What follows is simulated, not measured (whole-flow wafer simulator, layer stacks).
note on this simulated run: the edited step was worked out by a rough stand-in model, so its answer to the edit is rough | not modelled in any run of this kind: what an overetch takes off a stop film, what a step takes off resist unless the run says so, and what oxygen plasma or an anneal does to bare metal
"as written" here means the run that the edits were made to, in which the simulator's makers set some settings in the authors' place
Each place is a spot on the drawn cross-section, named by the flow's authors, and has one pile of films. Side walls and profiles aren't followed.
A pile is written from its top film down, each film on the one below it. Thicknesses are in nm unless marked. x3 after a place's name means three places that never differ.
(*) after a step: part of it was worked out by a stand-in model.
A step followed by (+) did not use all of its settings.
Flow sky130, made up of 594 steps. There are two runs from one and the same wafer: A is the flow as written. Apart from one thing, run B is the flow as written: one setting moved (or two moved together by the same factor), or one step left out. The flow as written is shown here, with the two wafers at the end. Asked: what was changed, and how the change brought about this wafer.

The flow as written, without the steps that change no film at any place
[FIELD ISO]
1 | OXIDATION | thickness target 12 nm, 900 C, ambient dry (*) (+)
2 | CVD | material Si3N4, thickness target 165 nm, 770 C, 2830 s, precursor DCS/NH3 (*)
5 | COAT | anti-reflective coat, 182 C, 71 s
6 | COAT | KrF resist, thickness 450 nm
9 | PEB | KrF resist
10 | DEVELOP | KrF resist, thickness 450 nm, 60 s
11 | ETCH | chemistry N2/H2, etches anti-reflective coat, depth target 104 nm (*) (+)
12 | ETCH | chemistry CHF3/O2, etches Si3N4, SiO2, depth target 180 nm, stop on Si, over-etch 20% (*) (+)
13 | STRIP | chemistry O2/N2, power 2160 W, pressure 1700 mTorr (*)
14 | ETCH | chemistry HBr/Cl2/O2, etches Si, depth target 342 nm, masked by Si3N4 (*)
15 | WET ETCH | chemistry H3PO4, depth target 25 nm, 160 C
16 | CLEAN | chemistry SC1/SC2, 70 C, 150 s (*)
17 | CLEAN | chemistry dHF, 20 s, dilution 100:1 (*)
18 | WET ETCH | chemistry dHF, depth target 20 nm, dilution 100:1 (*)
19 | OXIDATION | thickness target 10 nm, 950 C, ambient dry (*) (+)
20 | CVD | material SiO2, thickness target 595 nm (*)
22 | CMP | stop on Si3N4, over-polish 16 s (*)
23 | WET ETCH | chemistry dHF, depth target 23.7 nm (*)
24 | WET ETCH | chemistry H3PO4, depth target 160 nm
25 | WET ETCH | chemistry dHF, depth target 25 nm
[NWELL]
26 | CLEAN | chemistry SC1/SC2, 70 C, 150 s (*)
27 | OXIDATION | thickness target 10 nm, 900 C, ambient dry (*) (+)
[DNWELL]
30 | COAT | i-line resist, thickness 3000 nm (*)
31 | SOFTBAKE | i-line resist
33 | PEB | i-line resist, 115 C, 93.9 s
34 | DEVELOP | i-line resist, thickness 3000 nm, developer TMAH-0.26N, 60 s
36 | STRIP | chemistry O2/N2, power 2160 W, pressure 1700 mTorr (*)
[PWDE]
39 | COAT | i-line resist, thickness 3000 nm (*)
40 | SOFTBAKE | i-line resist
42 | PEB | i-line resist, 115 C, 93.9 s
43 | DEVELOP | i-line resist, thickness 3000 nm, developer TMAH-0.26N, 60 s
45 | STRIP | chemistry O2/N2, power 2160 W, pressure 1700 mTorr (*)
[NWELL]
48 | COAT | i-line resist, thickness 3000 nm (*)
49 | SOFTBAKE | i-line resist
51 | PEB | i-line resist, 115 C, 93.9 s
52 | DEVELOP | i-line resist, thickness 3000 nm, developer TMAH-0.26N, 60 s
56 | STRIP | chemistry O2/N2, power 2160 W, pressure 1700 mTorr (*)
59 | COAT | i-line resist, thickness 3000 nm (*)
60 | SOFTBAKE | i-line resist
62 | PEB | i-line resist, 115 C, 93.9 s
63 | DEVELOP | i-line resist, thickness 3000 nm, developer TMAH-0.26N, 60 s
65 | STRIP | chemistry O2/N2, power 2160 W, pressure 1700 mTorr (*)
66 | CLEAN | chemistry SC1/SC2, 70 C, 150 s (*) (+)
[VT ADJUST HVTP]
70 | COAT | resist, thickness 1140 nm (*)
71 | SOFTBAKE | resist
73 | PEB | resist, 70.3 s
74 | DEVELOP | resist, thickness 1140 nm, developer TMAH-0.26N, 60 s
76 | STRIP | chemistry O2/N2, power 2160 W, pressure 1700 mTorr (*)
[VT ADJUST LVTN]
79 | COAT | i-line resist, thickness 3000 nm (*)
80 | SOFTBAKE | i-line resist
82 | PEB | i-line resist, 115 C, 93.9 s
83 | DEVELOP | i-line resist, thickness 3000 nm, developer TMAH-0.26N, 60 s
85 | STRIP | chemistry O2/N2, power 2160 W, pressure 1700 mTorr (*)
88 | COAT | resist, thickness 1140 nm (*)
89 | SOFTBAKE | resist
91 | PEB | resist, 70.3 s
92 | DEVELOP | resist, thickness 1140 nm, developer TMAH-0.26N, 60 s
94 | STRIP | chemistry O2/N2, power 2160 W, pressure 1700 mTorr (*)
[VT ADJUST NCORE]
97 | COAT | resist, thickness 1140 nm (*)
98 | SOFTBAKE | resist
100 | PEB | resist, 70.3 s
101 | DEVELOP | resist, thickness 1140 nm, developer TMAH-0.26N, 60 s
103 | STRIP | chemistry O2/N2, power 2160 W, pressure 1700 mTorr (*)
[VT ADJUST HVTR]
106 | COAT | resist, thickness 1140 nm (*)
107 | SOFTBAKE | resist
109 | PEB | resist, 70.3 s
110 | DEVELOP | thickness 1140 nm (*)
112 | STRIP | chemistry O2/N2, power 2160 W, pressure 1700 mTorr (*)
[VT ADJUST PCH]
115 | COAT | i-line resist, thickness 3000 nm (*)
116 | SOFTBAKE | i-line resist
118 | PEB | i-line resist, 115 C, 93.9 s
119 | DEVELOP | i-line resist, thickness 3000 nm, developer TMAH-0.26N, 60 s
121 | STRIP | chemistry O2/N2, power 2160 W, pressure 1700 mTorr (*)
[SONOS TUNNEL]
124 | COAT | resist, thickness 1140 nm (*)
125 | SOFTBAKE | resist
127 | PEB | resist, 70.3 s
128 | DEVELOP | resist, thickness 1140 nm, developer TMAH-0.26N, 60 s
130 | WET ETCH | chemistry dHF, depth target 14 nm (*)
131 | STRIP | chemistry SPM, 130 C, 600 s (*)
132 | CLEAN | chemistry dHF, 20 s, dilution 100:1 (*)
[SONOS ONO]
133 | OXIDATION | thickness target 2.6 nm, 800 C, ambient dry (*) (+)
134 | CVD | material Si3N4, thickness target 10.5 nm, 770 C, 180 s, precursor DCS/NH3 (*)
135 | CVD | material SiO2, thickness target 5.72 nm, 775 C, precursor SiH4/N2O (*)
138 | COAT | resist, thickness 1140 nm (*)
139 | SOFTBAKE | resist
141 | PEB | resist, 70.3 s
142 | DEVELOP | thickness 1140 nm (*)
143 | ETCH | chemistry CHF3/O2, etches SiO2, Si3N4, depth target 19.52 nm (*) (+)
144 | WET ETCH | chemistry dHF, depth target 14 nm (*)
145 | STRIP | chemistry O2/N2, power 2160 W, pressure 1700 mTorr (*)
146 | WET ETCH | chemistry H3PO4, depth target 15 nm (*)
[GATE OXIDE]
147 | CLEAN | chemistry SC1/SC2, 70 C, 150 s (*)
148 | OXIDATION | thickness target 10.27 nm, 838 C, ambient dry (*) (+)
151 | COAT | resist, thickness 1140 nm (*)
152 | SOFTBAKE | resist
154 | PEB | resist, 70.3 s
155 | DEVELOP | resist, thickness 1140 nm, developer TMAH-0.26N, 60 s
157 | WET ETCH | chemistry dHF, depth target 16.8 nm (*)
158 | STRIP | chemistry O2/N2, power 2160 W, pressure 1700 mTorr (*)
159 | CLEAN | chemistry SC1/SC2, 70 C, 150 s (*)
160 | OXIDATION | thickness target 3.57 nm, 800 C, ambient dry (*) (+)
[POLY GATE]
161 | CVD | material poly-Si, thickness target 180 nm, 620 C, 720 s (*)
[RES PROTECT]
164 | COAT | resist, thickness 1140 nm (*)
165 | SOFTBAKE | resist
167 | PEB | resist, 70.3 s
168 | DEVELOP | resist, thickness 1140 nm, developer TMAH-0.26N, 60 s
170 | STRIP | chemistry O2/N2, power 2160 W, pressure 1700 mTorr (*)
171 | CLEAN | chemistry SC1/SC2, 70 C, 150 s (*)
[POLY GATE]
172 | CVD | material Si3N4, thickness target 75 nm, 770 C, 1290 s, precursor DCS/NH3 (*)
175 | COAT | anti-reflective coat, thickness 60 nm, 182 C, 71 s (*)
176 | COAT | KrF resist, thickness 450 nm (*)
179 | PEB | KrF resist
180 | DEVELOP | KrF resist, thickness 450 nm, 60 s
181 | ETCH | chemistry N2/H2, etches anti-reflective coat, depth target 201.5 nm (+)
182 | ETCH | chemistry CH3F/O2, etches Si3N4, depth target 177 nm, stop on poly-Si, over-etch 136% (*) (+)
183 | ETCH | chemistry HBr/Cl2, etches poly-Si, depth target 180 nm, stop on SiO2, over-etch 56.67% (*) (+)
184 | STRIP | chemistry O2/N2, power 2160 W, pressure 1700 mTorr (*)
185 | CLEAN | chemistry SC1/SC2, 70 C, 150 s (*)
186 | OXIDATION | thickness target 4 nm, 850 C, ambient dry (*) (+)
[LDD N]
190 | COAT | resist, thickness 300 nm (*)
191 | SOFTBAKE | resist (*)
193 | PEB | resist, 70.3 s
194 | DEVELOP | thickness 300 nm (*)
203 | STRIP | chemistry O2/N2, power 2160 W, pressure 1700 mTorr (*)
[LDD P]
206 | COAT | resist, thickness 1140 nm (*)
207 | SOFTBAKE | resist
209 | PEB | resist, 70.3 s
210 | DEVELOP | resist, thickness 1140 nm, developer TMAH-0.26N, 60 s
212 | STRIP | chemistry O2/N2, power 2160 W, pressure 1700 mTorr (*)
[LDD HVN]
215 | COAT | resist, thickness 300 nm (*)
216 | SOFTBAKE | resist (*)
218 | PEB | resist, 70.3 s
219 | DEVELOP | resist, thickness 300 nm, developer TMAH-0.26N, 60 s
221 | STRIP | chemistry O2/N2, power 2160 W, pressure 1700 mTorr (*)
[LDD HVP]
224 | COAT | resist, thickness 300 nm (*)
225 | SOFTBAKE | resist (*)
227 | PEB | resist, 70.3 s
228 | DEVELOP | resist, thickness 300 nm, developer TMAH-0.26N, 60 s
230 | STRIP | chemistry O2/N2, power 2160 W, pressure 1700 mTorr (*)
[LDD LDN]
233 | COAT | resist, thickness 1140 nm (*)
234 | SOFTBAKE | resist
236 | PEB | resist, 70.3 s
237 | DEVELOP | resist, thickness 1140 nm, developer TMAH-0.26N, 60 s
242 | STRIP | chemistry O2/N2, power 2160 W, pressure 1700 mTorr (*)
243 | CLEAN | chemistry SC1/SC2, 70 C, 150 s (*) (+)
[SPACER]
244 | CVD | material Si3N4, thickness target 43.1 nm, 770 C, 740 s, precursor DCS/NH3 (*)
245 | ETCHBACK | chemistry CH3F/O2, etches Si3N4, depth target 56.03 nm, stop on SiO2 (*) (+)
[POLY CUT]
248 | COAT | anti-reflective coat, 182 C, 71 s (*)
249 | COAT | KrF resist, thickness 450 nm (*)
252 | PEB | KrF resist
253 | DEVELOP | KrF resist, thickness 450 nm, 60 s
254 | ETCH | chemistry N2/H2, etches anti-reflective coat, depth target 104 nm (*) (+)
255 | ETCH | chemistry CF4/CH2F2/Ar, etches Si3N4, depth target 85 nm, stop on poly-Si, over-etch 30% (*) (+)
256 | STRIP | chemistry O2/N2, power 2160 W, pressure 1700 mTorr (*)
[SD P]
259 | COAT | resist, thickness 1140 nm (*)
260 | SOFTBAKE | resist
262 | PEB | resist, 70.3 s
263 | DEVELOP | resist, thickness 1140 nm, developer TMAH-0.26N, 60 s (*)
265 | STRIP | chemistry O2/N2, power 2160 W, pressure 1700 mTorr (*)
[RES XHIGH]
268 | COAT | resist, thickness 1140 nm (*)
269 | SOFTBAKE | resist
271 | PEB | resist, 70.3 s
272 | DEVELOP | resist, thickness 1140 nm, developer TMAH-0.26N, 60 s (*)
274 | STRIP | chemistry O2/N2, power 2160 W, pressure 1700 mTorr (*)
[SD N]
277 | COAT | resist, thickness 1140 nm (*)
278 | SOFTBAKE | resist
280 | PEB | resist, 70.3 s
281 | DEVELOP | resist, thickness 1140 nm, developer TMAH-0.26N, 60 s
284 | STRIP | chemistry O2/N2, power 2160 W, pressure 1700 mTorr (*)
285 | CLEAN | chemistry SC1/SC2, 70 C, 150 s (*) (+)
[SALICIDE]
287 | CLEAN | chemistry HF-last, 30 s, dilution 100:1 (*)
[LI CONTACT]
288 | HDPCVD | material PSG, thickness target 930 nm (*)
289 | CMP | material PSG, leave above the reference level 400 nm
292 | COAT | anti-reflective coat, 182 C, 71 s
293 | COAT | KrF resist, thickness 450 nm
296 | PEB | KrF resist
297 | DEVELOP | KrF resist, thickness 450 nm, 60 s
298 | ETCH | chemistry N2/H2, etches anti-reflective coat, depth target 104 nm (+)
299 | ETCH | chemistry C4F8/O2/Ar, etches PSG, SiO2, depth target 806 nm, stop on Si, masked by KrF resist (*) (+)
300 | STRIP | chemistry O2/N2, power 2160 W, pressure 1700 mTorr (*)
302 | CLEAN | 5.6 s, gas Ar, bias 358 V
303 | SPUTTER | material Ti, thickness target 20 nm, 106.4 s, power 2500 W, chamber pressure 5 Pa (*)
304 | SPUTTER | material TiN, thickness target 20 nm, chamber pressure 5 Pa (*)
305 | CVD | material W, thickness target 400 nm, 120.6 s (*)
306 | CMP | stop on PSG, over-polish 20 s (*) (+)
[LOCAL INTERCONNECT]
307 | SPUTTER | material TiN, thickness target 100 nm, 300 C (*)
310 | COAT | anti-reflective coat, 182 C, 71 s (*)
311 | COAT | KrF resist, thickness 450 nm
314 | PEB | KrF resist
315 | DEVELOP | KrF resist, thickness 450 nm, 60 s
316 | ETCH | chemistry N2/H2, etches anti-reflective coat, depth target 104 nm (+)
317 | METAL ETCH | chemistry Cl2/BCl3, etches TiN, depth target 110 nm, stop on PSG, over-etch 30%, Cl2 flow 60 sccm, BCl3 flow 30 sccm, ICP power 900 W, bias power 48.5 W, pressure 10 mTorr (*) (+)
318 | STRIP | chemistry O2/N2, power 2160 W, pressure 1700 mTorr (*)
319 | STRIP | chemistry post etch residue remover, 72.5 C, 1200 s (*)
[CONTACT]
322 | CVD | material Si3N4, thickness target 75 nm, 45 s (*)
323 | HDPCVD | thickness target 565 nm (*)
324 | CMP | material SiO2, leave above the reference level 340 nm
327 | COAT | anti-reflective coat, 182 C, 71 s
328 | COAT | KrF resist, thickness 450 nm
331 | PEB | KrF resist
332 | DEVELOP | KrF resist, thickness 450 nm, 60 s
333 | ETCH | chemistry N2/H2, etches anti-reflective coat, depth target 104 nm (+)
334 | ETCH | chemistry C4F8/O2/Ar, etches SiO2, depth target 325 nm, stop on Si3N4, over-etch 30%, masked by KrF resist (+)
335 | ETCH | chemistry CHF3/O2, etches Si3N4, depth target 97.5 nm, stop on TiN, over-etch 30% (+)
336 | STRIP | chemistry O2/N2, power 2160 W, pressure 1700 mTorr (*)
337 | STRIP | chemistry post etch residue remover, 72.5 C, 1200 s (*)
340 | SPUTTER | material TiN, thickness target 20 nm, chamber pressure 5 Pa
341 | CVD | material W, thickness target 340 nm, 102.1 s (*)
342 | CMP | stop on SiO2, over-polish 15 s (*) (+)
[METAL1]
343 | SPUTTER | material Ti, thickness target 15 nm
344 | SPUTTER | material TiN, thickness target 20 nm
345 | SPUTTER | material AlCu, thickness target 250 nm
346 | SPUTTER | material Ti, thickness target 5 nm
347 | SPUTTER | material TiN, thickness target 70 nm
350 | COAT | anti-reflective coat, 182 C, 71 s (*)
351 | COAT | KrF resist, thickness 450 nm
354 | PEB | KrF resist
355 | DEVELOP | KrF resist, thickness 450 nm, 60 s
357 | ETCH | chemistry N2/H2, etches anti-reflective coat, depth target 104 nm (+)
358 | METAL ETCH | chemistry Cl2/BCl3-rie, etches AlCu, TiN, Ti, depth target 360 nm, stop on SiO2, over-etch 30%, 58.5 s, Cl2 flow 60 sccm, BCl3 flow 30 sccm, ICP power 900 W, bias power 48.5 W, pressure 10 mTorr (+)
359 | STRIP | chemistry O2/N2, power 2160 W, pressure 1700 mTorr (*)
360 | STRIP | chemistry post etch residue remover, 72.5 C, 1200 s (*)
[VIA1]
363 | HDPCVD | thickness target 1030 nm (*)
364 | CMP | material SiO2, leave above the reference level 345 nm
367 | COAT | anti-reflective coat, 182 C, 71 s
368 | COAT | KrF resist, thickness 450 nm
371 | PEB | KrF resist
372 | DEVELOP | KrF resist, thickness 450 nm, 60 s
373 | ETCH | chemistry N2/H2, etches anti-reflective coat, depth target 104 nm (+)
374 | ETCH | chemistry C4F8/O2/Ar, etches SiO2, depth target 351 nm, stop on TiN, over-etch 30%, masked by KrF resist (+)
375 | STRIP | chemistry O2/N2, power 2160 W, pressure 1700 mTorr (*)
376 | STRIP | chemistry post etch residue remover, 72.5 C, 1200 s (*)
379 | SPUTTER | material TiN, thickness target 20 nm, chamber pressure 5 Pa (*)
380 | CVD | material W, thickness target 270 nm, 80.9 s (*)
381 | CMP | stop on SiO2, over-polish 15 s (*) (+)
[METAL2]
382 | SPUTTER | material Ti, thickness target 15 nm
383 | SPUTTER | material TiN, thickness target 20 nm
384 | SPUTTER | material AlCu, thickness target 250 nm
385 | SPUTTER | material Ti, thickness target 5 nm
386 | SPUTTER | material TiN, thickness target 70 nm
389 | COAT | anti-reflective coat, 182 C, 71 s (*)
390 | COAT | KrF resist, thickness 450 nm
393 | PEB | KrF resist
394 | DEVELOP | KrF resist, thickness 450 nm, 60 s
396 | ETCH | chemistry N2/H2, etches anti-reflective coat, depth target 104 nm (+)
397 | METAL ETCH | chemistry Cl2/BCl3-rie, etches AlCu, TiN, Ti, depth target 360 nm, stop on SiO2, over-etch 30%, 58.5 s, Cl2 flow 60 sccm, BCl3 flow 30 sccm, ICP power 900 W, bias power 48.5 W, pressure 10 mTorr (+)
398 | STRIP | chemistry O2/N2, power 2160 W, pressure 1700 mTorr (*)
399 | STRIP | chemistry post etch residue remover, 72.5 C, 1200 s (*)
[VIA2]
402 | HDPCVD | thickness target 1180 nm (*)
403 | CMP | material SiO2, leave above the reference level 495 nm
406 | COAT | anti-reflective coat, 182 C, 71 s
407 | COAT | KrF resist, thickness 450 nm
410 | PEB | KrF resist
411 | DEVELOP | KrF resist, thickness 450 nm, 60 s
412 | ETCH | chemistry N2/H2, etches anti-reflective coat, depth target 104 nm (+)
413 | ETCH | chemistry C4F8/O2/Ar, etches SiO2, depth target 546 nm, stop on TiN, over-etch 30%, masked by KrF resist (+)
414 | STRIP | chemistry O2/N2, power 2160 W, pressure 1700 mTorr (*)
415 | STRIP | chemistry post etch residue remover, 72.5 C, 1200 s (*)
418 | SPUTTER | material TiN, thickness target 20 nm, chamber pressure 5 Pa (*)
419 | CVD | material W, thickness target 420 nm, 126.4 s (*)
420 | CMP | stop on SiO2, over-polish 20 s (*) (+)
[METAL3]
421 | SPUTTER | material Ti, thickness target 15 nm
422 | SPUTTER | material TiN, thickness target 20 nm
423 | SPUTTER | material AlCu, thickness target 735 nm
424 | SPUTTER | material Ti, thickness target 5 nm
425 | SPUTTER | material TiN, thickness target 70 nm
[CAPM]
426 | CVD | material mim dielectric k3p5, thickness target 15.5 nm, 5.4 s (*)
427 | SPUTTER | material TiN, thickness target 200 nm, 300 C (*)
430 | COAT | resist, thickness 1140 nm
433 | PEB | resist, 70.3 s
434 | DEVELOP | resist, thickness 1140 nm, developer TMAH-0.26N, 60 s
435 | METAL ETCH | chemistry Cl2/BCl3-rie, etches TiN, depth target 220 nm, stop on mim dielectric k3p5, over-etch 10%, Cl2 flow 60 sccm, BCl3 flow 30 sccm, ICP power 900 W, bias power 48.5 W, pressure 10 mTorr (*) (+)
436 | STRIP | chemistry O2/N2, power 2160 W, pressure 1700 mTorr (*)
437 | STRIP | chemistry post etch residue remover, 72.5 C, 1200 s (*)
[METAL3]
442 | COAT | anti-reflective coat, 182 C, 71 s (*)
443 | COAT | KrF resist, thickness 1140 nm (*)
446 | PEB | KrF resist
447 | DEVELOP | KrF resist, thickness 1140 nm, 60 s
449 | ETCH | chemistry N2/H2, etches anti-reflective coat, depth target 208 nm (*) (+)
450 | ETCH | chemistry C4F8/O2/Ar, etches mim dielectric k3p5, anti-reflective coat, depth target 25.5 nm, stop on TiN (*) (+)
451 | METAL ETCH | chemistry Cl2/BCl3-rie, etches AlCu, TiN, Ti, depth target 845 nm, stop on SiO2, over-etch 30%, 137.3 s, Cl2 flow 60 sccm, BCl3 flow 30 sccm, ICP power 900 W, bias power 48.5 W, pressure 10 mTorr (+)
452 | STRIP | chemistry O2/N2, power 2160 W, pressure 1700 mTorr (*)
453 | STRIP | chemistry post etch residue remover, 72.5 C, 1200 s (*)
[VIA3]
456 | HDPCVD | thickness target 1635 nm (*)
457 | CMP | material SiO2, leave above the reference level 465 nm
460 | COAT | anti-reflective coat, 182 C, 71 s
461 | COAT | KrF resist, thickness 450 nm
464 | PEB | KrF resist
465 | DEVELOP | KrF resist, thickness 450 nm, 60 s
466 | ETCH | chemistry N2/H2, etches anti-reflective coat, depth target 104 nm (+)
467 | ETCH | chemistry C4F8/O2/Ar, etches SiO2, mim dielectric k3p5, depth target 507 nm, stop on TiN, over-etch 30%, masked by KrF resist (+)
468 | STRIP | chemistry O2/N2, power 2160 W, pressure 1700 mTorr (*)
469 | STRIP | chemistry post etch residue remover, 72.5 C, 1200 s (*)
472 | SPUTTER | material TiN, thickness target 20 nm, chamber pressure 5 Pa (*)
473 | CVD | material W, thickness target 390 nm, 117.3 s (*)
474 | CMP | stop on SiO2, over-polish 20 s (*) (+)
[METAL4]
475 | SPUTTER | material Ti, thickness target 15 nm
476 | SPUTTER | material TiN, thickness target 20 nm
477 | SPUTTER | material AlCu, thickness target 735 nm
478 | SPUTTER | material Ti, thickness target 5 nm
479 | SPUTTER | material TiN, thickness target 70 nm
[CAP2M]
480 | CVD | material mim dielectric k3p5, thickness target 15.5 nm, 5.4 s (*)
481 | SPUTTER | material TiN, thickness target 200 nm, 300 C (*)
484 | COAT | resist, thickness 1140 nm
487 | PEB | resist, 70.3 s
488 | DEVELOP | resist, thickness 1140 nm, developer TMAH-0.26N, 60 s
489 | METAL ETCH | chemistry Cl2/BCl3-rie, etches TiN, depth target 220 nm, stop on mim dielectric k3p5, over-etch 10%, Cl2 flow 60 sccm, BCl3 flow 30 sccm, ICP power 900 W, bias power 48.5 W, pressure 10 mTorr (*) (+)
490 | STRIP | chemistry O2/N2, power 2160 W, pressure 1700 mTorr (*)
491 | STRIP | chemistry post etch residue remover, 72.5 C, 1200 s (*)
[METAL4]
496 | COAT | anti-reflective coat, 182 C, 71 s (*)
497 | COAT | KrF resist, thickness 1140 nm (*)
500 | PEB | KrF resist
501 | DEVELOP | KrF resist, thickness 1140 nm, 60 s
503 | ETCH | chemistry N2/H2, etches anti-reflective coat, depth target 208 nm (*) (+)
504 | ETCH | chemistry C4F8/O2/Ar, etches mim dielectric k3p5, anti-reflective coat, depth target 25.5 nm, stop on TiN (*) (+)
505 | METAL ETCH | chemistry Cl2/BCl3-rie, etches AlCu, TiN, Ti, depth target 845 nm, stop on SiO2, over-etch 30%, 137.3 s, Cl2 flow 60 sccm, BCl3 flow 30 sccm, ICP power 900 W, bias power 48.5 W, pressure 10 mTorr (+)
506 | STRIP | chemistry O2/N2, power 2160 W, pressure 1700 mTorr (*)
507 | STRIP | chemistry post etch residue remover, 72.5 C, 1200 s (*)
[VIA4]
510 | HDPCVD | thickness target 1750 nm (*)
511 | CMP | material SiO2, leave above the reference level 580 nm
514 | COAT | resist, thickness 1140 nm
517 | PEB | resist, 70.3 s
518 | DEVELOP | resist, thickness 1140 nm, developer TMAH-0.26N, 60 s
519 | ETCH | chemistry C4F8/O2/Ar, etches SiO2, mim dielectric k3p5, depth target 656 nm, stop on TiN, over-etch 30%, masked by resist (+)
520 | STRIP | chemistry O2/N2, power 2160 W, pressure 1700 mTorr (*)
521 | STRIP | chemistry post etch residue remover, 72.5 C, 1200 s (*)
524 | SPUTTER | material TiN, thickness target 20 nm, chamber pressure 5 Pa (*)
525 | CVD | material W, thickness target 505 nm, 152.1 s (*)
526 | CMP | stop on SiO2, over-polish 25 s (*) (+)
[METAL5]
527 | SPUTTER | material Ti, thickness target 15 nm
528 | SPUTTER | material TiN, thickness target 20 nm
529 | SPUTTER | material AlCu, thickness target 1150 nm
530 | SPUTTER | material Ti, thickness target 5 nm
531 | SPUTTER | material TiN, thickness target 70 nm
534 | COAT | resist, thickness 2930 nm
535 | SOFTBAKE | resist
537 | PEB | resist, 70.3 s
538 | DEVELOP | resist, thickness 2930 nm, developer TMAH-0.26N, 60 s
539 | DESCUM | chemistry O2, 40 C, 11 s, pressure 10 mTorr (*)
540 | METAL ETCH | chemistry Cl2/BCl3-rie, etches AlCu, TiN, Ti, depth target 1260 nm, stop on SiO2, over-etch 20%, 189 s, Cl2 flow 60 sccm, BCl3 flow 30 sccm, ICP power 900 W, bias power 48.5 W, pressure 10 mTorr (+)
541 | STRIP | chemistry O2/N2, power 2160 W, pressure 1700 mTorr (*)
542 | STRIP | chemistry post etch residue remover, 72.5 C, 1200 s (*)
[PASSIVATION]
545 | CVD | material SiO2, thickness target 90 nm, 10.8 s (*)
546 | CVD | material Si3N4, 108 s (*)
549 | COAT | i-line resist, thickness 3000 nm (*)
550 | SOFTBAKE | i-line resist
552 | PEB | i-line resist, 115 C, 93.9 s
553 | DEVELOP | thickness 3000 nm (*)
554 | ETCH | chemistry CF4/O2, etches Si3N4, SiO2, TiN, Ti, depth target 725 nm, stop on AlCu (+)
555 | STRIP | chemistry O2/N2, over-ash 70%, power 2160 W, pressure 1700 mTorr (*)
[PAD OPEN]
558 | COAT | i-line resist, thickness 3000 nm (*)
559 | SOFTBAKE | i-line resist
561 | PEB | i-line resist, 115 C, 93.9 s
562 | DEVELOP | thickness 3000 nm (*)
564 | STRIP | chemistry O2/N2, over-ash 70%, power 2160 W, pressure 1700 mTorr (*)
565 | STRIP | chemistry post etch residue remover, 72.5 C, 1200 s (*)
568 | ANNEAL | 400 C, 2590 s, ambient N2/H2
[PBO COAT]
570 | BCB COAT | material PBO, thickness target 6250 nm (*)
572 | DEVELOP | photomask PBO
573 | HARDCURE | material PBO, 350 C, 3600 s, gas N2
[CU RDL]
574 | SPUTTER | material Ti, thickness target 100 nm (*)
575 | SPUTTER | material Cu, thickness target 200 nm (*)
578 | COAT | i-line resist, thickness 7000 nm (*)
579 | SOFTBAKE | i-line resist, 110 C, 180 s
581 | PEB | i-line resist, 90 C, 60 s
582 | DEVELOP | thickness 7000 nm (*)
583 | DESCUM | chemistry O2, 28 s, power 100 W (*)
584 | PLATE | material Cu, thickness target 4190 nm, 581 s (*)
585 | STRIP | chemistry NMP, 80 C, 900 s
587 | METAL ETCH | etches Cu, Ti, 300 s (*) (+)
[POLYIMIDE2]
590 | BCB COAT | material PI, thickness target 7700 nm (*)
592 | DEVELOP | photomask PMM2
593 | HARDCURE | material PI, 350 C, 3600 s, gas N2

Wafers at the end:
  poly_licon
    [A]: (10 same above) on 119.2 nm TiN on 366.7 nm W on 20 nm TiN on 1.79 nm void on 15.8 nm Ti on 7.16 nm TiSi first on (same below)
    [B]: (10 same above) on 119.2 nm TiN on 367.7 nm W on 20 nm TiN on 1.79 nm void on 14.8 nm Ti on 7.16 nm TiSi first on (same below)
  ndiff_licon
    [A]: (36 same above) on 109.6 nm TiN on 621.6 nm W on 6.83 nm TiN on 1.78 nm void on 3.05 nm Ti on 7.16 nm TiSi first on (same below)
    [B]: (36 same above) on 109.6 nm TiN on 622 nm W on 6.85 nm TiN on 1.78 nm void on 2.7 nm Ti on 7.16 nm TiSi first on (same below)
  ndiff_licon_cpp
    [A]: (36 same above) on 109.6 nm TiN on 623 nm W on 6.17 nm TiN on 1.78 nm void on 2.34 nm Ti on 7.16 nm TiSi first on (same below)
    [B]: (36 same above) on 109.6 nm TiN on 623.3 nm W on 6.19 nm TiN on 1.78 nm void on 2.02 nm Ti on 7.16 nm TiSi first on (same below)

Cause: step 303, SPUTTER: 101 s was run, whereas the flow has 106.4 s.

How this came from the change, step by step:
  303 | SPUTTER | material Ti, thickness target 20 nm, 106.4 s, power 2500 W, chamber pressure 5 Pa (*)
      field, active, n_well and 185 more: A +20 Ti (new film) | B +19 Ti (new film)
  306 | CMP | stop on PSG, over-polish 20 s (*) (+)
      field, active, n_well and 184 more: A -400 W (all of it), -20 TiN (all of it), -20 Ti (all of it), -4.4 PSG | B -400 W (all of it), -20 TiN (all of it), -19 Ti (all of it), -4.4 PSG
      poly_licon: A -33.3 W | B -32.3 W
